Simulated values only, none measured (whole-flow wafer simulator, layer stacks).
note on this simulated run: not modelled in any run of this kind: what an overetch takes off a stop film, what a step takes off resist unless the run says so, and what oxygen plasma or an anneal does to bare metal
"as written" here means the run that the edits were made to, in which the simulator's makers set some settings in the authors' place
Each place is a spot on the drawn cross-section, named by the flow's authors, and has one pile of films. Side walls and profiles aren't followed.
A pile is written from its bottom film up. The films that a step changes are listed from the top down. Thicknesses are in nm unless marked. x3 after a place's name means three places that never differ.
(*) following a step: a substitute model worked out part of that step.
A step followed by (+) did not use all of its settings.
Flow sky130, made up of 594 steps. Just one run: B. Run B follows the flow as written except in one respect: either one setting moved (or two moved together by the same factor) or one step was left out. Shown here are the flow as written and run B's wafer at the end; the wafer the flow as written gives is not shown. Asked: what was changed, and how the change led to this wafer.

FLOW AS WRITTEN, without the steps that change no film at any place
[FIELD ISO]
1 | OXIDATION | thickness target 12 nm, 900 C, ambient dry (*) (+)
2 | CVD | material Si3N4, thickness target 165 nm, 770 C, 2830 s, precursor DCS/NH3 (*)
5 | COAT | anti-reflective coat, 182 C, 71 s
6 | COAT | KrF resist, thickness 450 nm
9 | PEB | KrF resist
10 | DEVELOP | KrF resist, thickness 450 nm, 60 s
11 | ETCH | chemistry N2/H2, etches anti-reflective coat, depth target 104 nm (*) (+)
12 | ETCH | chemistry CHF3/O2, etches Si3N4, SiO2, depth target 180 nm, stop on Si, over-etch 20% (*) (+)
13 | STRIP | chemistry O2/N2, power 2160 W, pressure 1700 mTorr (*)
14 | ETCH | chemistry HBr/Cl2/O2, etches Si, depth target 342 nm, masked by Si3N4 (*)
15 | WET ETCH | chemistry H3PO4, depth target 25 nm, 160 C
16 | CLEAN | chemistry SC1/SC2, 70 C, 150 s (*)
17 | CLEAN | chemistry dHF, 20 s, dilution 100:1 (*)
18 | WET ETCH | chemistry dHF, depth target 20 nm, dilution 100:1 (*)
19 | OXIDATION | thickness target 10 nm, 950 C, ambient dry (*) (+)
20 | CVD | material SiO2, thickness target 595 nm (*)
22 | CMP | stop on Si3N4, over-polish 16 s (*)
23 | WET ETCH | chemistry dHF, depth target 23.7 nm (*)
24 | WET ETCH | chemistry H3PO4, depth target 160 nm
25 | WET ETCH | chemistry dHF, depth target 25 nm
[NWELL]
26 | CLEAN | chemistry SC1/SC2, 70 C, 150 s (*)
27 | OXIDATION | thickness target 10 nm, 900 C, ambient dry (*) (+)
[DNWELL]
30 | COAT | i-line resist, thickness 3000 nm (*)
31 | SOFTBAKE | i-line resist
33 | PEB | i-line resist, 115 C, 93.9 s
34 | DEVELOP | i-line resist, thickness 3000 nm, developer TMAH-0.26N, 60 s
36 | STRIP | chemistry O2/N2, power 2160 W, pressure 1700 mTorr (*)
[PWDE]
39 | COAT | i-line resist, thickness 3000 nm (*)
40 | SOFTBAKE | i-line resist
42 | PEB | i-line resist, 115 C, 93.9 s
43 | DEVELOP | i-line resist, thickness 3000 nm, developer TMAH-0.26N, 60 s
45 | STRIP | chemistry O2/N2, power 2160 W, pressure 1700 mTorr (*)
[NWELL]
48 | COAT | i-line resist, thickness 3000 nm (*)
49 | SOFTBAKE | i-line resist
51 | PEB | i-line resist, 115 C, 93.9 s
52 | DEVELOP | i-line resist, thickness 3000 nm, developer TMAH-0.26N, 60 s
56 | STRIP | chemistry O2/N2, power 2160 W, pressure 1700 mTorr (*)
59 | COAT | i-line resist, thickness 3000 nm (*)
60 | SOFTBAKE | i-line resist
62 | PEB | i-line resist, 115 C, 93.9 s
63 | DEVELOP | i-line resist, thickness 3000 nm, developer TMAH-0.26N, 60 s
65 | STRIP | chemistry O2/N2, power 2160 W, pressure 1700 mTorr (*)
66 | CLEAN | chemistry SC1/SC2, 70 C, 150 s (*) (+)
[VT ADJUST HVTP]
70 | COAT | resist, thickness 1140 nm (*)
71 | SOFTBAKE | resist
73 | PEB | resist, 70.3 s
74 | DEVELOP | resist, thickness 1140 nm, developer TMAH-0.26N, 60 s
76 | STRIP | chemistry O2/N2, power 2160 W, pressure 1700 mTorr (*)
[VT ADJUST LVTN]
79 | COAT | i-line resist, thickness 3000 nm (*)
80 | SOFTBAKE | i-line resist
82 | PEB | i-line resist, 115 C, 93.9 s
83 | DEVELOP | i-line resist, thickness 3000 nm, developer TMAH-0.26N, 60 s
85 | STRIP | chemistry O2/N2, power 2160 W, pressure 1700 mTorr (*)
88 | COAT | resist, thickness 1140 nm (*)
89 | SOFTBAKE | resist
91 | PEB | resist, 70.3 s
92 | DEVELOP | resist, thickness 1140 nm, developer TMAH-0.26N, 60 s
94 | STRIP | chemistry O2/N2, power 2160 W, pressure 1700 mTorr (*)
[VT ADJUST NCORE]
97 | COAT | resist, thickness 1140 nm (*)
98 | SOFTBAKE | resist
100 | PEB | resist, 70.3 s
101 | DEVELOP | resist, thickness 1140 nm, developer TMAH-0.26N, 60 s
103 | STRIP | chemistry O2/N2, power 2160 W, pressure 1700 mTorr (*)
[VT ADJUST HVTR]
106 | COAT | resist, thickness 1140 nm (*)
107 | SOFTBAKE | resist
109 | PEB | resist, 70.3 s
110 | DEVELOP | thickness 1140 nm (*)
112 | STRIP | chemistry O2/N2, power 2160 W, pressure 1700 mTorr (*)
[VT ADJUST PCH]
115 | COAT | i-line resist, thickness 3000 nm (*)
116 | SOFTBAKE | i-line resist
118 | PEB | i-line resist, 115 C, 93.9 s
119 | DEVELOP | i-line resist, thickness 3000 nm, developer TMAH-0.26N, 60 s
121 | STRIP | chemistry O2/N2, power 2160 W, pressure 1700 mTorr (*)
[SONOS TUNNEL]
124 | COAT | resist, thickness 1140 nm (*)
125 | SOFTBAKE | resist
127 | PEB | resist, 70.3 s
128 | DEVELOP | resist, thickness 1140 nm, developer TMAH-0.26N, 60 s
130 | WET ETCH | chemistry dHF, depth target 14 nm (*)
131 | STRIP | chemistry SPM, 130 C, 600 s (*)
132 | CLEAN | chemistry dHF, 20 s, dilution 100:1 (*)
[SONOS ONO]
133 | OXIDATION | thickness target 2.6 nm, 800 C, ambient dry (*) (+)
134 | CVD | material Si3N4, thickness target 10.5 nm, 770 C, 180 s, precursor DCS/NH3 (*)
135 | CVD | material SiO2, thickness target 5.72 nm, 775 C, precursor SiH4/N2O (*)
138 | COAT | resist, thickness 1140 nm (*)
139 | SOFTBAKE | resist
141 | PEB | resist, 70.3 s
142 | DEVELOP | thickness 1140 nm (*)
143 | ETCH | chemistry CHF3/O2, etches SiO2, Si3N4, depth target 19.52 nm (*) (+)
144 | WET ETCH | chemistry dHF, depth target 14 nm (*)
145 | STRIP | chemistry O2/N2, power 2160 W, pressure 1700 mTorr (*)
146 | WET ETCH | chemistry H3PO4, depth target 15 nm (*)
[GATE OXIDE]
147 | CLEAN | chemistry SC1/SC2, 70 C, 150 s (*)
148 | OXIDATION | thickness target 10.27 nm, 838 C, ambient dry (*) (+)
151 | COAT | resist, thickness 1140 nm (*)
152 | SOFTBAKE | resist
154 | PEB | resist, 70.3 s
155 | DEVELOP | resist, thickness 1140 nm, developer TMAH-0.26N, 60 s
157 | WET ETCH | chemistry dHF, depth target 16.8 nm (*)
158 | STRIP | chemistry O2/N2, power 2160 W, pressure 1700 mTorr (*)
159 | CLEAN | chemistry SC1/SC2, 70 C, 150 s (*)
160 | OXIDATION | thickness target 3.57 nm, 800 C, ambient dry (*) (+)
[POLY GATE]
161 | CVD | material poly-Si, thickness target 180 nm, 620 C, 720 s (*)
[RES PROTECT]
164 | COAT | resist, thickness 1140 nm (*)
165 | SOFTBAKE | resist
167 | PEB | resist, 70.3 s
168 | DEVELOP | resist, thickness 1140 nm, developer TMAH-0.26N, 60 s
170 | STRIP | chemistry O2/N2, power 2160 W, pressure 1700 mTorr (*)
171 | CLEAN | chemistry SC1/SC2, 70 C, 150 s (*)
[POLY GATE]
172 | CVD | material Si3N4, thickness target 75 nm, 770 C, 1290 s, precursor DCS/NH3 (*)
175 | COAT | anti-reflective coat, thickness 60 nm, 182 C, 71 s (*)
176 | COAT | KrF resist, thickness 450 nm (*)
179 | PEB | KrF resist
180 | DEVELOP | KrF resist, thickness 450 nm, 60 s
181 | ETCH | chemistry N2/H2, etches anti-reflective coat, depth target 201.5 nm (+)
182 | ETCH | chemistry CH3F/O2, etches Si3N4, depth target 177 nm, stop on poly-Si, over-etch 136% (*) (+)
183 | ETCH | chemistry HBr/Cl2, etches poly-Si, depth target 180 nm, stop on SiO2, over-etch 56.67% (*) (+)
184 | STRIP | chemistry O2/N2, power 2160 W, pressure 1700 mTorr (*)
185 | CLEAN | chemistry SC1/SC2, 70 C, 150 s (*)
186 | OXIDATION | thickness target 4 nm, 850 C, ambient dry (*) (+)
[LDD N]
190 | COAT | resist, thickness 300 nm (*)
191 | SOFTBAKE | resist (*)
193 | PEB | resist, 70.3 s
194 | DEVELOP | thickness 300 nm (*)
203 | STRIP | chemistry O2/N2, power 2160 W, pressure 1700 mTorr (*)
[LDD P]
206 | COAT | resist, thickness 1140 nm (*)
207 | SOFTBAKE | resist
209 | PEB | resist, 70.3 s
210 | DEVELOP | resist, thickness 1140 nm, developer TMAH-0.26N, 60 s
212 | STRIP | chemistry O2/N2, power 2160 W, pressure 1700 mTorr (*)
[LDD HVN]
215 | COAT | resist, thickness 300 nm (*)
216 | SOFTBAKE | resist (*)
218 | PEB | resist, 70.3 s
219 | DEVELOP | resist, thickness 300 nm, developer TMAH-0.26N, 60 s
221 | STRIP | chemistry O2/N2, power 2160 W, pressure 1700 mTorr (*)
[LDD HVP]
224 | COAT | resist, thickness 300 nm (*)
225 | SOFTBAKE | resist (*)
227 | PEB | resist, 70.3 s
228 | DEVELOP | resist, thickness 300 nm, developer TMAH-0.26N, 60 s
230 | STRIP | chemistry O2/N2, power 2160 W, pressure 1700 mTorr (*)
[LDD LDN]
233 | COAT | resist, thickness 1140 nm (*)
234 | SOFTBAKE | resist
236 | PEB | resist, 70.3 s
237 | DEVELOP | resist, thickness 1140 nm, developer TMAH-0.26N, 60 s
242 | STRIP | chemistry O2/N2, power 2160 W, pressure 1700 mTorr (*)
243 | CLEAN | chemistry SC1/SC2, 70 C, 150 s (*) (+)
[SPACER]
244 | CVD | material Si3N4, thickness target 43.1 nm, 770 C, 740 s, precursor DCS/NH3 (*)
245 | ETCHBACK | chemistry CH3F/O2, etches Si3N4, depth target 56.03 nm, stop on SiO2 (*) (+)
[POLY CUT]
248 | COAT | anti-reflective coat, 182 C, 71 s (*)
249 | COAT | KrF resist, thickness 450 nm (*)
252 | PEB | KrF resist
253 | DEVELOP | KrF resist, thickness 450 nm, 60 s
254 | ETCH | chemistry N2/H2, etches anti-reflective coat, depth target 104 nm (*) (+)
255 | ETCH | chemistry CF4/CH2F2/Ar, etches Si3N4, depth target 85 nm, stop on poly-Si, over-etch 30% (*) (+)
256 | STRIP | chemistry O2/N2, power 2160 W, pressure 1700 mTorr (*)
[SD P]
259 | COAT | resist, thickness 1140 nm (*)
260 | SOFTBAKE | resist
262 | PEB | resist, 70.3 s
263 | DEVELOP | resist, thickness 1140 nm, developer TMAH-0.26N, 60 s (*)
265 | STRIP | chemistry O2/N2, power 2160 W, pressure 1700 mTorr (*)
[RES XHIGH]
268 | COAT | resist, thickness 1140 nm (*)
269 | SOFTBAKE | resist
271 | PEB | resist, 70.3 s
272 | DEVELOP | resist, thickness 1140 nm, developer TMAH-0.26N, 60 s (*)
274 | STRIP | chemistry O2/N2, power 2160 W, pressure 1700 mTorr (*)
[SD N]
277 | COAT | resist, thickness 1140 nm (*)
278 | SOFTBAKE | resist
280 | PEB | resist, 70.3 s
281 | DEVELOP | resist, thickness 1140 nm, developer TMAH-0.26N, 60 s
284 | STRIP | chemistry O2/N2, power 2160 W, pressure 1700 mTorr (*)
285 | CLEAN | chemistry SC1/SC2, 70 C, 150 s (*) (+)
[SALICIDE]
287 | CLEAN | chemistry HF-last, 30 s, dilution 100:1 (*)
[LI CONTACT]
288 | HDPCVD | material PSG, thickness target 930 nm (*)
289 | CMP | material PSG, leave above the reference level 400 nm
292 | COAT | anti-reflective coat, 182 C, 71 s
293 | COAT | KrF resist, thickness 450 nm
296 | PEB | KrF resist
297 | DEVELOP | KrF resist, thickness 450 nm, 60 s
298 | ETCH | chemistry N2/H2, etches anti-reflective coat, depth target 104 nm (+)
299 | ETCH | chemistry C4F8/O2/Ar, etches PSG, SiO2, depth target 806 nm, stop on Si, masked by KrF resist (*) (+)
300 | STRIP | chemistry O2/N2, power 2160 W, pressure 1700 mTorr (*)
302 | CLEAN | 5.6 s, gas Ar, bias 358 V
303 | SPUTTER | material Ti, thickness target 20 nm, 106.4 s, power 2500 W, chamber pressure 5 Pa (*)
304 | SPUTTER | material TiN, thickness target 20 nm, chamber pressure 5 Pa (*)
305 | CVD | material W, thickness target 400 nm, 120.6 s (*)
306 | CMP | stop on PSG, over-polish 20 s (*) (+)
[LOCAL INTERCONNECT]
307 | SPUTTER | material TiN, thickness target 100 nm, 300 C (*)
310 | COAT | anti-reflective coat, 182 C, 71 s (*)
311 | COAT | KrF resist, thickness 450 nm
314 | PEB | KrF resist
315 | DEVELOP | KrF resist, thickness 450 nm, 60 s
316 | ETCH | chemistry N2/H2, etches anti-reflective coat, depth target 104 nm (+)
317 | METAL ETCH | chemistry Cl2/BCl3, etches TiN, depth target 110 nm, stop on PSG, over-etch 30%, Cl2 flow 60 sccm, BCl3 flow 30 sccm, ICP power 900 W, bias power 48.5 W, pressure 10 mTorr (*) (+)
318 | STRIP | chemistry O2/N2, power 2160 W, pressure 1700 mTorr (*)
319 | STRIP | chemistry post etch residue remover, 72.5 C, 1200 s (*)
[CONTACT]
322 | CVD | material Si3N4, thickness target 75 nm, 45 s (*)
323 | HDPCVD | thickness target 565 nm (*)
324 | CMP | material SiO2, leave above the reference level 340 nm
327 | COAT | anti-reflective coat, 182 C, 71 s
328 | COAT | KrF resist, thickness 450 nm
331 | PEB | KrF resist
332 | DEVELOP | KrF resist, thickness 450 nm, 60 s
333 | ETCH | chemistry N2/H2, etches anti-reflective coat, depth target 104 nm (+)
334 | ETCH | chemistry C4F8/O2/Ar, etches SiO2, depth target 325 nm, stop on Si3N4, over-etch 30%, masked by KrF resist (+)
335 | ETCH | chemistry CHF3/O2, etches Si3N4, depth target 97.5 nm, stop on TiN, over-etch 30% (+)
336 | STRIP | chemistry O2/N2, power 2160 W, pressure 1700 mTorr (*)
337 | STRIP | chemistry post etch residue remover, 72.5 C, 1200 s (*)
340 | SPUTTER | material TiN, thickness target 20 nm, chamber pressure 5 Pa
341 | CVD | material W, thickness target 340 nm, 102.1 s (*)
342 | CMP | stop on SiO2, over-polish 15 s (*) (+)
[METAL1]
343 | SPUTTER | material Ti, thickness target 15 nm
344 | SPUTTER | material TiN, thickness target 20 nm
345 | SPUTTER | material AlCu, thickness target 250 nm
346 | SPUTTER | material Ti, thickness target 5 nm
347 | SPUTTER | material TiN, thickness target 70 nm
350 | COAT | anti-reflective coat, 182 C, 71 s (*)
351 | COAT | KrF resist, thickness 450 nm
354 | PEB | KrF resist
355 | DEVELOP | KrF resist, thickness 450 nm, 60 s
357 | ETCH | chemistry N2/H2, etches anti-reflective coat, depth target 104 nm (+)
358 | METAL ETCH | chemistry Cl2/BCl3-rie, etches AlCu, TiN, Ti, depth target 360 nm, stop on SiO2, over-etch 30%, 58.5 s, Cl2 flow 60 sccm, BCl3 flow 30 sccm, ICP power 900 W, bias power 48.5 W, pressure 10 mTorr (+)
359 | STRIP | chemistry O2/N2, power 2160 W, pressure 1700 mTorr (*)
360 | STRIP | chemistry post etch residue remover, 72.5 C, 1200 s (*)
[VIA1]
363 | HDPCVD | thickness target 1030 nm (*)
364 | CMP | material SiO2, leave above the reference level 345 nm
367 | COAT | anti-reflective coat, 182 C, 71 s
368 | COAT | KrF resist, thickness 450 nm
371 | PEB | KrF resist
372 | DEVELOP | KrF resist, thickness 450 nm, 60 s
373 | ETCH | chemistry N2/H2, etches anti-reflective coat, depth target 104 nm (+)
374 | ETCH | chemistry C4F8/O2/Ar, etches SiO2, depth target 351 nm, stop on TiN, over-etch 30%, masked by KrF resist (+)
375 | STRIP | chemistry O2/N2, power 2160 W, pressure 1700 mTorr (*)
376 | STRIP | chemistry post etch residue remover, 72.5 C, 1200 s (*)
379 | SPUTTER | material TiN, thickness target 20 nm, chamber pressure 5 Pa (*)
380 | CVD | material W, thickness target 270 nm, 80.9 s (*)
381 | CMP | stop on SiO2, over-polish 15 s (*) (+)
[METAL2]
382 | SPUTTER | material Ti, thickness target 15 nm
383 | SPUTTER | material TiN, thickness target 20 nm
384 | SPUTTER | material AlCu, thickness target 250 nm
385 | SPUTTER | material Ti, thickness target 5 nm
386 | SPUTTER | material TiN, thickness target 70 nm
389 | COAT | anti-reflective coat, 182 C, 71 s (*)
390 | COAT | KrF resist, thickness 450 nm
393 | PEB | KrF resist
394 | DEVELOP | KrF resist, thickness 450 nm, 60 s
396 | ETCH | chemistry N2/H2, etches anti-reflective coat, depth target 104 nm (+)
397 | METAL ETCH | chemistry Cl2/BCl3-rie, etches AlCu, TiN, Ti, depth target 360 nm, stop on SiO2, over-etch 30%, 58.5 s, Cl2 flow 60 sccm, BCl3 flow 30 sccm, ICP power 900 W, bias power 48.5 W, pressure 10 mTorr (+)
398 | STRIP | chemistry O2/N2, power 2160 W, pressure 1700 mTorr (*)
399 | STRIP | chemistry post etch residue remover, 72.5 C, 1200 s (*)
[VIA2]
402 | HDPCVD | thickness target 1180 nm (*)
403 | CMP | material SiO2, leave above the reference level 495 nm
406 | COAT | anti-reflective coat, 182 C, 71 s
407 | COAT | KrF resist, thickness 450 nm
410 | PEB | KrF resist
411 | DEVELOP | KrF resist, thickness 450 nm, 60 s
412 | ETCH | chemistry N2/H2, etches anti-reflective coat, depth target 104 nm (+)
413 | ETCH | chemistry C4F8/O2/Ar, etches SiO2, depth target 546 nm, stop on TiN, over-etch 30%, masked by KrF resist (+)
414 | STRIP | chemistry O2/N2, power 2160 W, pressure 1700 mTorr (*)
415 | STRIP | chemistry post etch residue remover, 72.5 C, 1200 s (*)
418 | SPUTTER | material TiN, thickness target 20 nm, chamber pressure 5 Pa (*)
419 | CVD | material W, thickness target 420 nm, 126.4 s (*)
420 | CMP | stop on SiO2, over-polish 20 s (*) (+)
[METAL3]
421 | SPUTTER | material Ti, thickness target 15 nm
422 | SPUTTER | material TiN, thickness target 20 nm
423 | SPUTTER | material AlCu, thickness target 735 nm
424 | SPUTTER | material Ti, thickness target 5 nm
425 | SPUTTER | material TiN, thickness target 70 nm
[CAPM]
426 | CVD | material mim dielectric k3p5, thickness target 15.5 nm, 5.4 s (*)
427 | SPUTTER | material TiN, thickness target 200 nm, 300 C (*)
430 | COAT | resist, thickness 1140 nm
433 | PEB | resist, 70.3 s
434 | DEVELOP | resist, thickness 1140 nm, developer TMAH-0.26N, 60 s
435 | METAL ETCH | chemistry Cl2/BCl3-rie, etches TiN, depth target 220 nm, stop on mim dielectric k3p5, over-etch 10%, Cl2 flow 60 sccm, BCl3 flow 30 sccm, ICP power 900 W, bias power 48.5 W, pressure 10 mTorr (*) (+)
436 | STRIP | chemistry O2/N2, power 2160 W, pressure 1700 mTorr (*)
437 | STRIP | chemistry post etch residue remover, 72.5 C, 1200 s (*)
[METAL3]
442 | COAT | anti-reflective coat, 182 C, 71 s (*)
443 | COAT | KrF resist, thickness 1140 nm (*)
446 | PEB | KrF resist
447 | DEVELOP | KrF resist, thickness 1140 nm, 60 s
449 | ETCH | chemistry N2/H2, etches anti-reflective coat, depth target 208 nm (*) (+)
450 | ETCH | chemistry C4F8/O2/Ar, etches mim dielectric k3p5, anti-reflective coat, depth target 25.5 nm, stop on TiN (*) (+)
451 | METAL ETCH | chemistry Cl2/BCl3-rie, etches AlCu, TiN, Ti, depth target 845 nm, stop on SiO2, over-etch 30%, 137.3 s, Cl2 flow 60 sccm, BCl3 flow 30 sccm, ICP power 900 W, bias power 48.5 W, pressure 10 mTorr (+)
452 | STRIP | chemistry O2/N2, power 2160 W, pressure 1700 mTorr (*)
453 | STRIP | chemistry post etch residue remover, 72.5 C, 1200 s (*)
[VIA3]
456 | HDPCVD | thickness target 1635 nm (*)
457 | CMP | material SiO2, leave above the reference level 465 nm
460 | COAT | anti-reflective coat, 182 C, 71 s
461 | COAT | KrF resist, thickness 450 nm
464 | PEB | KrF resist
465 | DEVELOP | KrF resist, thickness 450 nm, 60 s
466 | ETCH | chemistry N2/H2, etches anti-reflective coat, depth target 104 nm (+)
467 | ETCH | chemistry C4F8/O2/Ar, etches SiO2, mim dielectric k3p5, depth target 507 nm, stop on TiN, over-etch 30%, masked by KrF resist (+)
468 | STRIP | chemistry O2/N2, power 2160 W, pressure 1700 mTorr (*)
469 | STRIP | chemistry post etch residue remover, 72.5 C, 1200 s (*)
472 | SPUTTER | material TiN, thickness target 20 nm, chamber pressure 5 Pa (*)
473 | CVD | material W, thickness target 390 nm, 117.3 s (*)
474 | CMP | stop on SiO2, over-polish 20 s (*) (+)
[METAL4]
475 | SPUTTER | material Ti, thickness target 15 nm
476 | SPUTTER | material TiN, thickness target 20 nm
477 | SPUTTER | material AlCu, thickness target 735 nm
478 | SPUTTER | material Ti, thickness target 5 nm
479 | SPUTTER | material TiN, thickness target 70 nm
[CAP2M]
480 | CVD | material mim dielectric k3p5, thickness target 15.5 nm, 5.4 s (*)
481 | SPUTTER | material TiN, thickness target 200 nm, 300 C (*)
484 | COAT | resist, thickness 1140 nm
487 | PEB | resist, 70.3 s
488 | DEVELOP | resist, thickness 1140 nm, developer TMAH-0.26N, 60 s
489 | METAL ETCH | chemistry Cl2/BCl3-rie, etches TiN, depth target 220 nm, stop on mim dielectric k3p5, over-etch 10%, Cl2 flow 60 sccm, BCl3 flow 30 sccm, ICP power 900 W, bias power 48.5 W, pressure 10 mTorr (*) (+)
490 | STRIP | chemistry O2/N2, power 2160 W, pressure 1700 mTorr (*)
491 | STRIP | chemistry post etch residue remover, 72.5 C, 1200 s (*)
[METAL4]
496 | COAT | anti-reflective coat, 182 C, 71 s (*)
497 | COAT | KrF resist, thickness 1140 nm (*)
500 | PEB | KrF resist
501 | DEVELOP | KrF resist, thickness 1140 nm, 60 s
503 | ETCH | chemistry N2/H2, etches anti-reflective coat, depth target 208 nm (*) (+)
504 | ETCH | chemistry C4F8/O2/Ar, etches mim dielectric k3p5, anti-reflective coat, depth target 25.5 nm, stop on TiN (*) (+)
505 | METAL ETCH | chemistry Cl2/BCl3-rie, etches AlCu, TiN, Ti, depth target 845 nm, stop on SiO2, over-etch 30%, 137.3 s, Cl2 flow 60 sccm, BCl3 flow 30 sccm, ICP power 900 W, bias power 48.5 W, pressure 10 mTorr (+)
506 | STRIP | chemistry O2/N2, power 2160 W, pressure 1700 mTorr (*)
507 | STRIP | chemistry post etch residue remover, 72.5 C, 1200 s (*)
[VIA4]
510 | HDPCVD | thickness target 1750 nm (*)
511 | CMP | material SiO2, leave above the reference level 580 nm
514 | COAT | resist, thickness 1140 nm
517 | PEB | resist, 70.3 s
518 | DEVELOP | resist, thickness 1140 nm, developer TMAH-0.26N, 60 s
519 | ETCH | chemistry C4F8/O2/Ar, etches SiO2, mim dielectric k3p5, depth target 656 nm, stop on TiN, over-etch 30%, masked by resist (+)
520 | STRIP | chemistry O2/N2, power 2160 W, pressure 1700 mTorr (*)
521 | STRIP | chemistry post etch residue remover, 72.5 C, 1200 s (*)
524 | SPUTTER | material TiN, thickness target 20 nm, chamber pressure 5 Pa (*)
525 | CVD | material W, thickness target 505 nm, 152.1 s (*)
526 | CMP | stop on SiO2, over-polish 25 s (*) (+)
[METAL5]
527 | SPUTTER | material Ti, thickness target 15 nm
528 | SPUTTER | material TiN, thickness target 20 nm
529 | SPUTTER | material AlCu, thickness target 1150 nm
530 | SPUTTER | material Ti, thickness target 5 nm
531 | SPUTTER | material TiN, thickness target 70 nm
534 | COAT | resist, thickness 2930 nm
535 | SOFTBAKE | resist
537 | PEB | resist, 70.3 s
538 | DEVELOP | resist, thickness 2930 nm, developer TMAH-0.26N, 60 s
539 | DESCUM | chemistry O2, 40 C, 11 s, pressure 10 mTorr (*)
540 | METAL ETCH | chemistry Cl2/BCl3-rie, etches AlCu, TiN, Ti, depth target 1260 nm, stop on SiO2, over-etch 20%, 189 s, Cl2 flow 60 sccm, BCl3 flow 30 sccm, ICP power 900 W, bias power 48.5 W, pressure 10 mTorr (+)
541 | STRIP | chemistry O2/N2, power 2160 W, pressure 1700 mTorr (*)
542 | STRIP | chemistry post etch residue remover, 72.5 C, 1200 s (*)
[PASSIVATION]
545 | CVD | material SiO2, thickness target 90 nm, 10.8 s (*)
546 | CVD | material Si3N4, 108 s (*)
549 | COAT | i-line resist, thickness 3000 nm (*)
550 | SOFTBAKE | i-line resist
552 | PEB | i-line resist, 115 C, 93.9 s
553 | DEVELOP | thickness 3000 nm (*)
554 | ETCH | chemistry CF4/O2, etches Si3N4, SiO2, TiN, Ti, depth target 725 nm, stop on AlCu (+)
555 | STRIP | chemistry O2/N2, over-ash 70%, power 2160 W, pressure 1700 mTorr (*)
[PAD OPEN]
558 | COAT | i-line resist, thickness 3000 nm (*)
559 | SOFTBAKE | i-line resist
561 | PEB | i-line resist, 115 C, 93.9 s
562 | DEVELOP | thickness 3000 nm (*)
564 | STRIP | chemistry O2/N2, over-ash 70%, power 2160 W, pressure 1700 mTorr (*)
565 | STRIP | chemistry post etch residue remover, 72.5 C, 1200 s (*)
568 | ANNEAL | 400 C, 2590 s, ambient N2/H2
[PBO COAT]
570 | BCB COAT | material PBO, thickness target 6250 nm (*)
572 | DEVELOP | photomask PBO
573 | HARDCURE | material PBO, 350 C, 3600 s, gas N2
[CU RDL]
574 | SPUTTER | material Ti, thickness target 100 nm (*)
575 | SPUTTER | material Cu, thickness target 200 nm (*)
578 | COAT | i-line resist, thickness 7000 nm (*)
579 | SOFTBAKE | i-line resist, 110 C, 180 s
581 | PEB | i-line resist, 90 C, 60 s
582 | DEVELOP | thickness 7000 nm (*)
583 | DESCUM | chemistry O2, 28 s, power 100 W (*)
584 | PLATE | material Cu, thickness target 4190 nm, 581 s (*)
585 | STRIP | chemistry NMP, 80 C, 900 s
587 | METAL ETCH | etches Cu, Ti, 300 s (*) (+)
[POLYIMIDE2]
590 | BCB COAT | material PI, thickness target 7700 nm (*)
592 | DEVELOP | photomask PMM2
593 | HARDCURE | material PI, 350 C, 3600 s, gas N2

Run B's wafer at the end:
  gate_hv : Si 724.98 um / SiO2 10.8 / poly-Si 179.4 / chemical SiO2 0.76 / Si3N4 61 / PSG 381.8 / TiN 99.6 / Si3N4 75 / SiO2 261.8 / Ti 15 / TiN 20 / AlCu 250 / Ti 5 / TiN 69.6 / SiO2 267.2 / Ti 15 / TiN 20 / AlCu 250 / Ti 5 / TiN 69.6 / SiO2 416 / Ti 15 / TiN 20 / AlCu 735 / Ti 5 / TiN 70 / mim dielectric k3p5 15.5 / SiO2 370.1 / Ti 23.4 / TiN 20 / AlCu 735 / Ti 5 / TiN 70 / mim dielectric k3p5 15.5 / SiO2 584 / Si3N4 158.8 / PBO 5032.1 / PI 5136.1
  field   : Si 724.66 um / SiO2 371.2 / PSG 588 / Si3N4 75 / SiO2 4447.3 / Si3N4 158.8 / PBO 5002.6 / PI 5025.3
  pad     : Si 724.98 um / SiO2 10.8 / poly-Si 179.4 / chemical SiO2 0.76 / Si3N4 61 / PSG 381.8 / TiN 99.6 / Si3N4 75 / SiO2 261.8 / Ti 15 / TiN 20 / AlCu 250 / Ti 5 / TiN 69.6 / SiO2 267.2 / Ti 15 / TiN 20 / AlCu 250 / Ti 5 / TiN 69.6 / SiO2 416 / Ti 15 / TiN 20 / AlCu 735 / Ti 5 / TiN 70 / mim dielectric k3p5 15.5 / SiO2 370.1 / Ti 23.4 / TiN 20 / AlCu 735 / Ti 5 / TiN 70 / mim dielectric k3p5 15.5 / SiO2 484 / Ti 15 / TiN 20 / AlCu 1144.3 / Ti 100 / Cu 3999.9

What caused this: step 475, SPUTTER: thickness target 23.4 nm was run, whereas the flow has thickness target 15 nm.
The wafer lets one read it off: gate_hv has Ti 23.4, and step 475 as written asks for 15 nm.

Step by step, how the change led to this:
  475 | SPUTTER | material Ti, thickness target 15 nm
      field, active, n_well and 189 more: Ti gains 23.4 (new film) (in the flow as written it would be: Ti gains 15 (new film))
  505 | METAL ETCH | chemistry Cl2/BCl3-rie, etches AlCu, TiN, Ti, depth target 845 nm, stop on SiO2, over-etch 30%, 137.3 s, Cl2 flow 60 sccm, BCl3 flow 30 sccm, ICP power 900 W, bias power 48.5 W, pressure 10 mTorr (+)
      field, gate, spacer and 68 more: TiN loses 70 (all of it), Ti loses 5 (all of it), AlCu loses 735 (all of it), TiN loses 20 (all of it), Ti loses 23.4 (all of it), SiO2 loses 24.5 (in the flow as written it would be: TiN loses 70 (all of it), Ti loses 5 (all of it), AlCu loses 735 (all of it), TiN loses 20 (all of it), Ti loses 15 (all of it), SiO2 loses 25.4)
      active, vpp_iso1, mim_edge_plate and 14 more: TiN loses 70 (all of it), Ti loses 5 (all of it), AlCu loses 735 (all of it), TiN loses 20 (all of it), Ti loses 23.4 (all of it), SiO2 loses 24.5 (in the flow as written it would be: TiN loses 70 (all of it), Ti loses 5 (all of it), AlCu loses 735 (all of it), TiN loses 20 (all of it), Ti loses 15 (all of it), SiO2 loses 25.3)
  511 | CMP | material SiO2, leave above the reference level 580 nm
      field, active, gate and 77 more: SiO2 loses 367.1 (in the flow as written it would be: SiO2 loses 374.7)
      iso_guard__w1, mim_edge_gap, vpp_l1ln, vpp_m3ln, rpm_encl, via2_enc, rpm_encl_psd, iso_guard_nsd_tip: SiO2 loses 367.1 (in the flow as written it would be: SiO2 loses 374.6)
